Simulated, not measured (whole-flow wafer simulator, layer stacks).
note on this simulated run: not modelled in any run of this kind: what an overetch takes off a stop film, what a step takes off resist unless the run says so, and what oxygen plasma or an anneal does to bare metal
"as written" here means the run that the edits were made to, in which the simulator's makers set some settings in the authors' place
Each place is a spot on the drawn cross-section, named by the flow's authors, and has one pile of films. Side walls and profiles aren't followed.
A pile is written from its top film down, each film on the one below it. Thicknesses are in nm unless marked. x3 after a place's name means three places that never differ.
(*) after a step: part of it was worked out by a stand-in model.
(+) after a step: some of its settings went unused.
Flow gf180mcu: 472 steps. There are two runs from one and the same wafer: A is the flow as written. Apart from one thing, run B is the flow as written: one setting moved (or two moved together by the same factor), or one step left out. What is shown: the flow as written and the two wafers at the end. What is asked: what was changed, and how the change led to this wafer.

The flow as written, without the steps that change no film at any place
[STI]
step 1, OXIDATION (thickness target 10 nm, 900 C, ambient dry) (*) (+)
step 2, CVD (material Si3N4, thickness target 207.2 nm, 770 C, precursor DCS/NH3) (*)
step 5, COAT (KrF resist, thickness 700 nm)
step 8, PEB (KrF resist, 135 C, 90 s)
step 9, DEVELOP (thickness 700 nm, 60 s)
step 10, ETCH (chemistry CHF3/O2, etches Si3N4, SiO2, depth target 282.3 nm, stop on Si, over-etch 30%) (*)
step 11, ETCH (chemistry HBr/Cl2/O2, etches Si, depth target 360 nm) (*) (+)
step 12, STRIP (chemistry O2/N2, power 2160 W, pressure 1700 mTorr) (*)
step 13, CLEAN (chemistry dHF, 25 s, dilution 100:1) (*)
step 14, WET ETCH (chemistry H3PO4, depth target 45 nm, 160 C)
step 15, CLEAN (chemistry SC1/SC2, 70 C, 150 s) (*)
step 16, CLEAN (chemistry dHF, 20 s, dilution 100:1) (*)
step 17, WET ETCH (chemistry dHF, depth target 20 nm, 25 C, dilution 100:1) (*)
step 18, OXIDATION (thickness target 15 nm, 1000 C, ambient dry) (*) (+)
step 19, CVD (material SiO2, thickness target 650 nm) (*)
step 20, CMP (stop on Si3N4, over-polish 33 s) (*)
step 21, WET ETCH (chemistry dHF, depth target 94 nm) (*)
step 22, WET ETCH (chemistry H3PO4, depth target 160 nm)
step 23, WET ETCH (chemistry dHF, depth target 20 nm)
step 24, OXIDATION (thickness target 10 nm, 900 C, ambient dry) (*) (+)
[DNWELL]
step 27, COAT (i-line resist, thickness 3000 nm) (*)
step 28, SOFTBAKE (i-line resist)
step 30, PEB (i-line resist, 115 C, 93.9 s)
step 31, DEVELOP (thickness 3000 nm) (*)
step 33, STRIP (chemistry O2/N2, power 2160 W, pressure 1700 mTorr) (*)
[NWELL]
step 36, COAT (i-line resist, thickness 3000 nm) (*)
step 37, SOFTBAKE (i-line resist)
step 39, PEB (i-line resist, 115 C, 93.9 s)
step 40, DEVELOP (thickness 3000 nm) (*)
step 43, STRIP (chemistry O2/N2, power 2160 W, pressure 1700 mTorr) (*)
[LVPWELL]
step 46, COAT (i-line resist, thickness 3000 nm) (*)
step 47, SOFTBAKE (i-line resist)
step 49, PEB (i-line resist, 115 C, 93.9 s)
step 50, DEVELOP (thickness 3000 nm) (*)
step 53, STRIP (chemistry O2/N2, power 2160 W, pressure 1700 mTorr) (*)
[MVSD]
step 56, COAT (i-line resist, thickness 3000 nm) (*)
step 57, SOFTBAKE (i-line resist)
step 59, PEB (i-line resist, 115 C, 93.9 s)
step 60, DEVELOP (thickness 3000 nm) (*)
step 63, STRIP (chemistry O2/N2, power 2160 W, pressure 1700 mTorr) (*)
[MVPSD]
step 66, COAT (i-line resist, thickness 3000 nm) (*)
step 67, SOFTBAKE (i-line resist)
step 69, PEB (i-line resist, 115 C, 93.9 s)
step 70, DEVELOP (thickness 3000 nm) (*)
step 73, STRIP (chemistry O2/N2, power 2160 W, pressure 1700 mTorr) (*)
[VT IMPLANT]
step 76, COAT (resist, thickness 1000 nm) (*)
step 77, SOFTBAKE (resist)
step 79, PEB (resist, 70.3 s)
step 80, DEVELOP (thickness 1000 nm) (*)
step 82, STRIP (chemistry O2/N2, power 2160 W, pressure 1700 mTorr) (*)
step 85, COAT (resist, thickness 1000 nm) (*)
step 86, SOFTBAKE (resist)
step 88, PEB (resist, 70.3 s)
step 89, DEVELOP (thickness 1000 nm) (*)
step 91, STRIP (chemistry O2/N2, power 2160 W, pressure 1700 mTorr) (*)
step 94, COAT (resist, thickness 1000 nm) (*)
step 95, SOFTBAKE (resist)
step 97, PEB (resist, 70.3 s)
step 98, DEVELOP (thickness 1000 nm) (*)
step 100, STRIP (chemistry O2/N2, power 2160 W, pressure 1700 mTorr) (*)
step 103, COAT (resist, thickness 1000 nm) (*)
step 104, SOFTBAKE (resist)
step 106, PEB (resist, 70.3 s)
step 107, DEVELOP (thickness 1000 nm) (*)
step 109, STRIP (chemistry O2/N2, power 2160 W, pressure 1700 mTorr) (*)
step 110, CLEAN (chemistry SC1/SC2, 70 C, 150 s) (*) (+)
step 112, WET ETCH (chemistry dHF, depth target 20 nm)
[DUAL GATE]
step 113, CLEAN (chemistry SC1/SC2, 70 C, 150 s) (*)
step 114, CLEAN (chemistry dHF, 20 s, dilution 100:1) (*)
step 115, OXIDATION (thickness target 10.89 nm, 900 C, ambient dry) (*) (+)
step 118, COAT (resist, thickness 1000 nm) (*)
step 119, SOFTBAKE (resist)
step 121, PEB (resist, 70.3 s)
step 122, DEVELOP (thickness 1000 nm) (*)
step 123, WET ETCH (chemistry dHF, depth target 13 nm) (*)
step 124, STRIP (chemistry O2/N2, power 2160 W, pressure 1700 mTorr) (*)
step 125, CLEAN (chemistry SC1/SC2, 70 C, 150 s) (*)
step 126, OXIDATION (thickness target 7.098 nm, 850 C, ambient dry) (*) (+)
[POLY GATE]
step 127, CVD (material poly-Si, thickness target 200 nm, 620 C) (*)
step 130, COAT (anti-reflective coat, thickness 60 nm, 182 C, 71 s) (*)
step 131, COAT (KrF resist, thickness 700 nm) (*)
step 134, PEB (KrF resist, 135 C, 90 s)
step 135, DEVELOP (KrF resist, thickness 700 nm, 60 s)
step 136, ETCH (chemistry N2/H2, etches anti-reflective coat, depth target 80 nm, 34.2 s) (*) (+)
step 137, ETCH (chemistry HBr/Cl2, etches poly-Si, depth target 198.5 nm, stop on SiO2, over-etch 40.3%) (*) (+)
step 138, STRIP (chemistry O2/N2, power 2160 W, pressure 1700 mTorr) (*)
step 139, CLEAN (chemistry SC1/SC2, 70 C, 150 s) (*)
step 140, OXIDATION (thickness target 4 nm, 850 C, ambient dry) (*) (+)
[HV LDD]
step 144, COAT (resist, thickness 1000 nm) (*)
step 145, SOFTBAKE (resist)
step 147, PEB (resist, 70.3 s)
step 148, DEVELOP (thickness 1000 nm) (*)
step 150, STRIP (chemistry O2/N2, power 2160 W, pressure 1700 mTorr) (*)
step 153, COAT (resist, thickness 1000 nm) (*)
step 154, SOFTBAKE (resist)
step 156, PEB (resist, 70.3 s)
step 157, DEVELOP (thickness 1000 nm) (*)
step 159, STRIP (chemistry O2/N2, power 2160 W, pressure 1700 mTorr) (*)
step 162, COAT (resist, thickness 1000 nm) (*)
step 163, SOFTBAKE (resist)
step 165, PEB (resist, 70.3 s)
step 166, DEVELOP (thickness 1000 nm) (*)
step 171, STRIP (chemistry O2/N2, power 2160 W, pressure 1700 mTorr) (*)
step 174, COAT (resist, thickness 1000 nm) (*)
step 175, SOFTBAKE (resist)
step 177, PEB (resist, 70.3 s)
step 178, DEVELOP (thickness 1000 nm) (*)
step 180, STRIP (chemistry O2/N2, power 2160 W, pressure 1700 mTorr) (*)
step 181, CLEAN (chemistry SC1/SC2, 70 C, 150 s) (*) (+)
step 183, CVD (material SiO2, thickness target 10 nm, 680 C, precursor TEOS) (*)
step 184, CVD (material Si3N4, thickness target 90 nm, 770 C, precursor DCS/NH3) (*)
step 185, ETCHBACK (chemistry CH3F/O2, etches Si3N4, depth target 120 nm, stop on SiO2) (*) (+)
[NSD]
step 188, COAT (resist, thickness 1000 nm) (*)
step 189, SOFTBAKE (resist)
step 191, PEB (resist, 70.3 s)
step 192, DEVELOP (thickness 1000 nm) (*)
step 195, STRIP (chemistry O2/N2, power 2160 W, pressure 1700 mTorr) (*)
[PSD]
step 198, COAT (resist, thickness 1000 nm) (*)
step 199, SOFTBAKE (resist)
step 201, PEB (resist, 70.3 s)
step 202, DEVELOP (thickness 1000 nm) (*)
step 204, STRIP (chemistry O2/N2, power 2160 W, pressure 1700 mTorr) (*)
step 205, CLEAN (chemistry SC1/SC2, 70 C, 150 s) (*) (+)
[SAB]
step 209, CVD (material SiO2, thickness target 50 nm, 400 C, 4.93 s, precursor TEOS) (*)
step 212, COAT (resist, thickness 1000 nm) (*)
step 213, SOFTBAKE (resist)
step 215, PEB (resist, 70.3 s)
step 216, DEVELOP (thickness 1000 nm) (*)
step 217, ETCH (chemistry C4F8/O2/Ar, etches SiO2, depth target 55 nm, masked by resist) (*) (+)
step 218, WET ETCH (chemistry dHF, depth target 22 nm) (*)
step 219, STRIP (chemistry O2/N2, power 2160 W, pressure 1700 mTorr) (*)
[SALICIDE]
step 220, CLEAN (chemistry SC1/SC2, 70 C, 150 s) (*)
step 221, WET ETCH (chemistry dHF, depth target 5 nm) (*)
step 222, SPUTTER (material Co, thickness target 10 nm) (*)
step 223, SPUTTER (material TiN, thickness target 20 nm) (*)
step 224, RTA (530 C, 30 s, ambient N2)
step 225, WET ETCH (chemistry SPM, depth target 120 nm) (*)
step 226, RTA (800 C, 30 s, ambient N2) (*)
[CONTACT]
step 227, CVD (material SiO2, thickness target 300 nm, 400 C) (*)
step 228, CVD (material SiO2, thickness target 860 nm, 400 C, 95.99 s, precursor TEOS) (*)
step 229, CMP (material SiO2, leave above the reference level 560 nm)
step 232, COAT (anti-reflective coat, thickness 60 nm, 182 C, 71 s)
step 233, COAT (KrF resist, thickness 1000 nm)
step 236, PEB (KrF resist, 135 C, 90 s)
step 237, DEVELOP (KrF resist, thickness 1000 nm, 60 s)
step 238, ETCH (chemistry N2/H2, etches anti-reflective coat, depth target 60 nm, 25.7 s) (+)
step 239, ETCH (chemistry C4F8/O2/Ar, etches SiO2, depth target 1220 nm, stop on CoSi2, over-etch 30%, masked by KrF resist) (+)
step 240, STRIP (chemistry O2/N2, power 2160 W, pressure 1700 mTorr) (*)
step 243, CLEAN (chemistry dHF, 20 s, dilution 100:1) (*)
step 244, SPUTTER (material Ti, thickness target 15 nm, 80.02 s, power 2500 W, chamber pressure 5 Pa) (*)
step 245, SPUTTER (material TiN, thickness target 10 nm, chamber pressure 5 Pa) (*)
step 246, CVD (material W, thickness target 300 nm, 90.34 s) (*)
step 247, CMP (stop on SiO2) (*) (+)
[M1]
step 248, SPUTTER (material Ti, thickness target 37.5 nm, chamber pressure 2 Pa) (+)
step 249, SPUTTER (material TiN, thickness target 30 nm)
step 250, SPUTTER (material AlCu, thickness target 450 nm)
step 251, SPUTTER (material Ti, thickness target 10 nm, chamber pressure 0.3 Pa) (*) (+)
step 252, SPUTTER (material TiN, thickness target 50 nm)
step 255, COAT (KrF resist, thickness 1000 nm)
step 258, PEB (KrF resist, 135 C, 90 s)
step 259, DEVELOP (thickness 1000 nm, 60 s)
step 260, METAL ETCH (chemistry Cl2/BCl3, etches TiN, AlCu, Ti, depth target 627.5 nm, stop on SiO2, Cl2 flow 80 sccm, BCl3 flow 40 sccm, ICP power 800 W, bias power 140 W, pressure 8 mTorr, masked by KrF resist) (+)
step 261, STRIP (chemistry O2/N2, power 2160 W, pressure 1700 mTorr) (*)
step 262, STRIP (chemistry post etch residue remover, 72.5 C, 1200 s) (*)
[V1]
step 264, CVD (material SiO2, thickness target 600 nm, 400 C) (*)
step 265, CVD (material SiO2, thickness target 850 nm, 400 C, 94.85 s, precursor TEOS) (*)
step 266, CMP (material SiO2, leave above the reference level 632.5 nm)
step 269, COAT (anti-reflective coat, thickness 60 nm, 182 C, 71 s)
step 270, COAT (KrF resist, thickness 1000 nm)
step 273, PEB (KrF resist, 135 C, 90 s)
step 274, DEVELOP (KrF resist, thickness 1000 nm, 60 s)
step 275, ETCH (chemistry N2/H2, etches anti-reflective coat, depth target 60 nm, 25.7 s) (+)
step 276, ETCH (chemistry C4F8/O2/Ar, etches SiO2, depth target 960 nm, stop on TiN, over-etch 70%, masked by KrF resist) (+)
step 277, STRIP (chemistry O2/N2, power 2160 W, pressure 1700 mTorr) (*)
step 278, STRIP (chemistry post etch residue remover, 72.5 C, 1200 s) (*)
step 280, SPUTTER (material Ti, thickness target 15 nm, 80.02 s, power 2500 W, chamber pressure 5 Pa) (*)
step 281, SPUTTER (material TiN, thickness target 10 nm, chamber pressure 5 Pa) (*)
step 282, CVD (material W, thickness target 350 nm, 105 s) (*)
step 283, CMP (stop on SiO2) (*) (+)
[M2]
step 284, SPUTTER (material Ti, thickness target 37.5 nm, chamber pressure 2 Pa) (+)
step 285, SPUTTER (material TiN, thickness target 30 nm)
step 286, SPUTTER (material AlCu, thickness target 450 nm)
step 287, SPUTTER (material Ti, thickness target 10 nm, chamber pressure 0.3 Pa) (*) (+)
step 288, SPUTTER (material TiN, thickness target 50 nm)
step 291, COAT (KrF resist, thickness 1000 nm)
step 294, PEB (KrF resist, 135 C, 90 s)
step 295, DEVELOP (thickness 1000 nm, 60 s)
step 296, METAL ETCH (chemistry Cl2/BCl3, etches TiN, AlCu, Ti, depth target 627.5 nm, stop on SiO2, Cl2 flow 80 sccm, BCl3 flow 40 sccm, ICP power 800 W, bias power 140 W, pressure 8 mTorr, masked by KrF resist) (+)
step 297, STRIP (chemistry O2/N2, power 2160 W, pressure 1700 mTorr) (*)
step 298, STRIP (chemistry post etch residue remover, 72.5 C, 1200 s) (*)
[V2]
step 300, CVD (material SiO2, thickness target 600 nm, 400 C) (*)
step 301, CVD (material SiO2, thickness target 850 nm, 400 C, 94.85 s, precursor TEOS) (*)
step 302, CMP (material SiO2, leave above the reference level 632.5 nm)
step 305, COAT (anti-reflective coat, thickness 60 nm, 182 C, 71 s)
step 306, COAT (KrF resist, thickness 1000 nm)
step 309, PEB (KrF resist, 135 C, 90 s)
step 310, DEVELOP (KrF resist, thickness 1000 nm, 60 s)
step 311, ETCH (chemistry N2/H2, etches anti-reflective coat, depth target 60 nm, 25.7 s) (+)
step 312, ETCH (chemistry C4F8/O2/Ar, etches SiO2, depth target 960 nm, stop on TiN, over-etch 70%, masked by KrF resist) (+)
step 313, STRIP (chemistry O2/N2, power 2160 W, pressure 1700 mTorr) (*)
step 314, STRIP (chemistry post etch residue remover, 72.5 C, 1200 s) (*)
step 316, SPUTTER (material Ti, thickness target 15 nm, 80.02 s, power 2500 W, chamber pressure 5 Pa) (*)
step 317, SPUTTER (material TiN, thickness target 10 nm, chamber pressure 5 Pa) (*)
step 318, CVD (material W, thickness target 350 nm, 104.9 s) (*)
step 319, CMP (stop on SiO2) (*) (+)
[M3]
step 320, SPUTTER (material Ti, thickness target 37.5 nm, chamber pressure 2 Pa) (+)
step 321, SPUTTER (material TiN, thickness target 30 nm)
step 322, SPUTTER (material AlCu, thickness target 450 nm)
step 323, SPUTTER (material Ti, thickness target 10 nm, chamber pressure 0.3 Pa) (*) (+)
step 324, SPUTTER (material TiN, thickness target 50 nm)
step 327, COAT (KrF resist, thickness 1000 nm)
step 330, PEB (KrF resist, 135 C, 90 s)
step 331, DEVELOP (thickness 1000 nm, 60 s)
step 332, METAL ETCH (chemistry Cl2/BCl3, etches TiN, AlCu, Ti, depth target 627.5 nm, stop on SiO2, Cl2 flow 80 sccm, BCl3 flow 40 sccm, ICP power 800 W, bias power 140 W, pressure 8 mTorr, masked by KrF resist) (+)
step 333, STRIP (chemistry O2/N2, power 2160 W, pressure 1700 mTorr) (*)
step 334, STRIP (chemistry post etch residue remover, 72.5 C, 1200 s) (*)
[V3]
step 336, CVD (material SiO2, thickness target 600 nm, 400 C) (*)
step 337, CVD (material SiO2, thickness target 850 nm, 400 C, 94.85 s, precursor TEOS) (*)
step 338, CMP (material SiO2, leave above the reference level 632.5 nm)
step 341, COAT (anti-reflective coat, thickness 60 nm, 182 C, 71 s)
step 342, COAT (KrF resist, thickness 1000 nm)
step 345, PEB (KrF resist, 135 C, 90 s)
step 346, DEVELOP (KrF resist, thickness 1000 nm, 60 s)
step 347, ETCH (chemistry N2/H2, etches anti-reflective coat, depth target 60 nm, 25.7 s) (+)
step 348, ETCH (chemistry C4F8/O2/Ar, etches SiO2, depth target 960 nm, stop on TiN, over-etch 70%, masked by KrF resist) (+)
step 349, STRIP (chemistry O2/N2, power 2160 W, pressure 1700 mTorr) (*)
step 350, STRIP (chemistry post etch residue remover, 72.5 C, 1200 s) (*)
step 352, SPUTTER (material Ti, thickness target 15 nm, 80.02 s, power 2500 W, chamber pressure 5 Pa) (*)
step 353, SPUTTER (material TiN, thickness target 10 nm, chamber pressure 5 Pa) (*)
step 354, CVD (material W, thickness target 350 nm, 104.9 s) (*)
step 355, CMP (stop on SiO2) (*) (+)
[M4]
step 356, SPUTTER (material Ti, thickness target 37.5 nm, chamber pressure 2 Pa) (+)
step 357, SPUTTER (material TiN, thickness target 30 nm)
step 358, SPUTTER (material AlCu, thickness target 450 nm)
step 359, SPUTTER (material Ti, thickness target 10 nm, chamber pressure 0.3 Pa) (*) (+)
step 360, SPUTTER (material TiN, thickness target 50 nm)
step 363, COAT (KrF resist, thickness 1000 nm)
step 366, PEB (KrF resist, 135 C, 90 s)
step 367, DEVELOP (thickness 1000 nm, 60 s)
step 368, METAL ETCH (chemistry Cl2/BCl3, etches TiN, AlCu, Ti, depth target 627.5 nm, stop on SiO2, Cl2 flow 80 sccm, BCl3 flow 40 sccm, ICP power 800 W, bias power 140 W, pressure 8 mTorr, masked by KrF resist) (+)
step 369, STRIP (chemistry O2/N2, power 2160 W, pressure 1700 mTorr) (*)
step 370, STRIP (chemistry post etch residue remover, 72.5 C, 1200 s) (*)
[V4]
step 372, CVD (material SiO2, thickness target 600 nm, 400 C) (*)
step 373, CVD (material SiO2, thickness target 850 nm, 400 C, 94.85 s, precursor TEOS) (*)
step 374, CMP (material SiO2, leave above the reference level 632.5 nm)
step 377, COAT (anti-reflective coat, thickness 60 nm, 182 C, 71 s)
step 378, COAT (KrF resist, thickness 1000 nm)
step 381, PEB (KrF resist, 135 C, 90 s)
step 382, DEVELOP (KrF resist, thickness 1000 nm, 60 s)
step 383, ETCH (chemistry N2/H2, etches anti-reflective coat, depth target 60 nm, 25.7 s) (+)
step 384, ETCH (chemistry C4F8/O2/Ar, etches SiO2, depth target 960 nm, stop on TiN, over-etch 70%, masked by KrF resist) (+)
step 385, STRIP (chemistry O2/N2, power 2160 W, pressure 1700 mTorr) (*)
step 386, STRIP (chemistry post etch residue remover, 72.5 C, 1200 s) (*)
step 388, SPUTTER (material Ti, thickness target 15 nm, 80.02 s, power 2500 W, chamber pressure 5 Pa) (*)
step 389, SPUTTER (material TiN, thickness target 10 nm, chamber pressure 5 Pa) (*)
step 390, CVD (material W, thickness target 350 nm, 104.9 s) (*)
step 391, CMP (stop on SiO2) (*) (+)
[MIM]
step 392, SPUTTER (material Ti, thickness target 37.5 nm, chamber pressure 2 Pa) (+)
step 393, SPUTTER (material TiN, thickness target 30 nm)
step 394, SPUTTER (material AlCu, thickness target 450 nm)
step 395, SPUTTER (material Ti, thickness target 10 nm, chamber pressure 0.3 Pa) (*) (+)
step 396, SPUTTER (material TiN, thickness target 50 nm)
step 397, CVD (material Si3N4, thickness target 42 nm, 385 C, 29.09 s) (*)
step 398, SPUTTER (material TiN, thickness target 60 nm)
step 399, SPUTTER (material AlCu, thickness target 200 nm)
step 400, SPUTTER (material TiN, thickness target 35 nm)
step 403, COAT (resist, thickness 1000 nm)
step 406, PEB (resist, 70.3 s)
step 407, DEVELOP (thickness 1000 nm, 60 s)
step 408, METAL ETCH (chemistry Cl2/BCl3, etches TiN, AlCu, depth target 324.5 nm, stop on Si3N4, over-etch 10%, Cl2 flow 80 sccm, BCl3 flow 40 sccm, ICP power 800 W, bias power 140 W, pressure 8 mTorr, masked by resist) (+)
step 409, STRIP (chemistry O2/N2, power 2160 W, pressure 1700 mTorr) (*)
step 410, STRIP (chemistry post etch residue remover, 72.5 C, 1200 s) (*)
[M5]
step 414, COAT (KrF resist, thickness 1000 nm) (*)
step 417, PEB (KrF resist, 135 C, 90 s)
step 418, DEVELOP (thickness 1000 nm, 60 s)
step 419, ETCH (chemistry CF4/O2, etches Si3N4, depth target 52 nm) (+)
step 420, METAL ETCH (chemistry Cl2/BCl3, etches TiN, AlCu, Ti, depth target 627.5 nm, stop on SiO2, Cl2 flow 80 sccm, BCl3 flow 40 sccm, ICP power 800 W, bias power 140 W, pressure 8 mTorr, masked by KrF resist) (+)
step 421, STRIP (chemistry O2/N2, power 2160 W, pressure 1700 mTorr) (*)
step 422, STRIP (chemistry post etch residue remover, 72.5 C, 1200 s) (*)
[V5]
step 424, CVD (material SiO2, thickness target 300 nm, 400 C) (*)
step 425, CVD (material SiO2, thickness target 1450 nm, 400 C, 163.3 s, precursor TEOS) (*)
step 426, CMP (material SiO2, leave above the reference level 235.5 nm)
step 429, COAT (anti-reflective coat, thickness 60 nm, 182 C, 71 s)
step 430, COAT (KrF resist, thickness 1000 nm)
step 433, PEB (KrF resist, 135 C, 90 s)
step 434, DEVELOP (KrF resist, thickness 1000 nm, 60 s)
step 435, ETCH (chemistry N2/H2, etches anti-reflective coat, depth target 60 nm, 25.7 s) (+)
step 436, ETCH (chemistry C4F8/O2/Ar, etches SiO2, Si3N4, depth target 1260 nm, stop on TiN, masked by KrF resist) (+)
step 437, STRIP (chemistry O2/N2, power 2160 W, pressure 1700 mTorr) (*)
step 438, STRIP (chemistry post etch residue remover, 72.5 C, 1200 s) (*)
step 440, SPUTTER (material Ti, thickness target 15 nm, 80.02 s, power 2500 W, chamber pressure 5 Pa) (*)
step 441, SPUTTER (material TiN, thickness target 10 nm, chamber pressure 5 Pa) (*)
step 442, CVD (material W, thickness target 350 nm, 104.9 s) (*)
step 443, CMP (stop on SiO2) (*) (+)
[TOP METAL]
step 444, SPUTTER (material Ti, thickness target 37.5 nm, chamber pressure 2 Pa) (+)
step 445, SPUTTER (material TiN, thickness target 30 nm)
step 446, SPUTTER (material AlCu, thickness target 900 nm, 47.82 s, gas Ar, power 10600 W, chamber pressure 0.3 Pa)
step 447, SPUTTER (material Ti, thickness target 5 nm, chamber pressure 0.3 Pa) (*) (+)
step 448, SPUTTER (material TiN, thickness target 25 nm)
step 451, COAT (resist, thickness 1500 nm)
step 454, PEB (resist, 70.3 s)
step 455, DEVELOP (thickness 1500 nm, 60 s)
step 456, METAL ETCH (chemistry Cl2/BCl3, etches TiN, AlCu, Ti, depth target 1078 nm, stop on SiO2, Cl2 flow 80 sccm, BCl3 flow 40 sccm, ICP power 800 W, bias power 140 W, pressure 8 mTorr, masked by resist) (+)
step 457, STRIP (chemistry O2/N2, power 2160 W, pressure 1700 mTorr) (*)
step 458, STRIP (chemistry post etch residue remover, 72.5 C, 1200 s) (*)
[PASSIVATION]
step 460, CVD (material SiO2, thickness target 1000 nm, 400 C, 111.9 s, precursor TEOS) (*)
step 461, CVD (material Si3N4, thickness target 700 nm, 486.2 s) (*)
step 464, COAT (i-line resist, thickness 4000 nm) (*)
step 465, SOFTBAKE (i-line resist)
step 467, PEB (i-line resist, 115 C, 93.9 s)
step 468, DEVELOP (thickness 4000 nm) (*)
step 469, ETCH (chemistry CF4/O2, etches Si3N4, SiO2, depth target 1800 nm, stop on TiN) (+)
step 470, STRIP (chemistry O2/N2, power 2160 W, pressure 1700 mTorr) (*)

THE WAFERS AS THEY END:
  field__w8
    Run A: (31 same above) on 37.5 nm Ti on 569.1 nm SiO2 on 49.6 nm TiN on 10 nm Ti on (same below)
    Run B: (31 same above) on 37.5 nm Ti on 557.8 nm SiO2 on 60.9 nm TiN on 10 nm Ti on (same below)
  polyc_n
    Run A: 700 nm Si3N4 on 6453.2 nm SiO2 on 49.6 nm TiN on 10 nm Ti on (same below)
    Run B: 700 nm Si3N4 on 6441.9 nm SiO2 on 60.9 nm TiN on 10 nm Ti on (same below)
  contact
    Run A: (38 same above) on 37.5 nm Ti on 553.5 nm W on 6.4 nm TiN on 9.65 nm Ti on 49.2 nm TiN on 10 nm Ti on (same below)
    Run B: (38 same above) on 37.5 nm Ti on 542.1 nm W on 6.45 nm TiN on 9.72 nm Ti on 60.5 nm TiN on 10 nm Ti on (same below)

The reason: step 252, SPUTTER: thickness target 61.3 nm was run, while the flow as written has thickness target 50 nm.

How this came from the change, step by step:
  step 252, SPUTTER (material TiN, thickness target 50 nm)
      field, field__w1, field__w2 and 108 more: A TiN gains 50 (new film) | B TiN gains 61.3 (new film)
  step 260, METAL ETCH (chemistry Cl2/BCl3, etches TiN, AlCu, Ti, depth target 627.5 nm, stop on SiO2, Cl2 flow 80 sccm, BCl3 flow 40 sccm, ICP power 800 W, bias power 140 W, pressure 8 mTorr, masked by KrF resist) (+)
      field, field__w1, field__w2 and 99 more: A TiN loses 50 (all of it), Ti loses 10 (all of it), AlCu loses 450 (all of it), TiN loses 30 (all of it), Ti loses 37.5 (all of it) | B TiN loses 61.3 (all of it), Ti loses 10 (all of it), AlCu loses 450 (all of it), TiN loses 30 (all of it), Ti loses 37.5 (all of it)
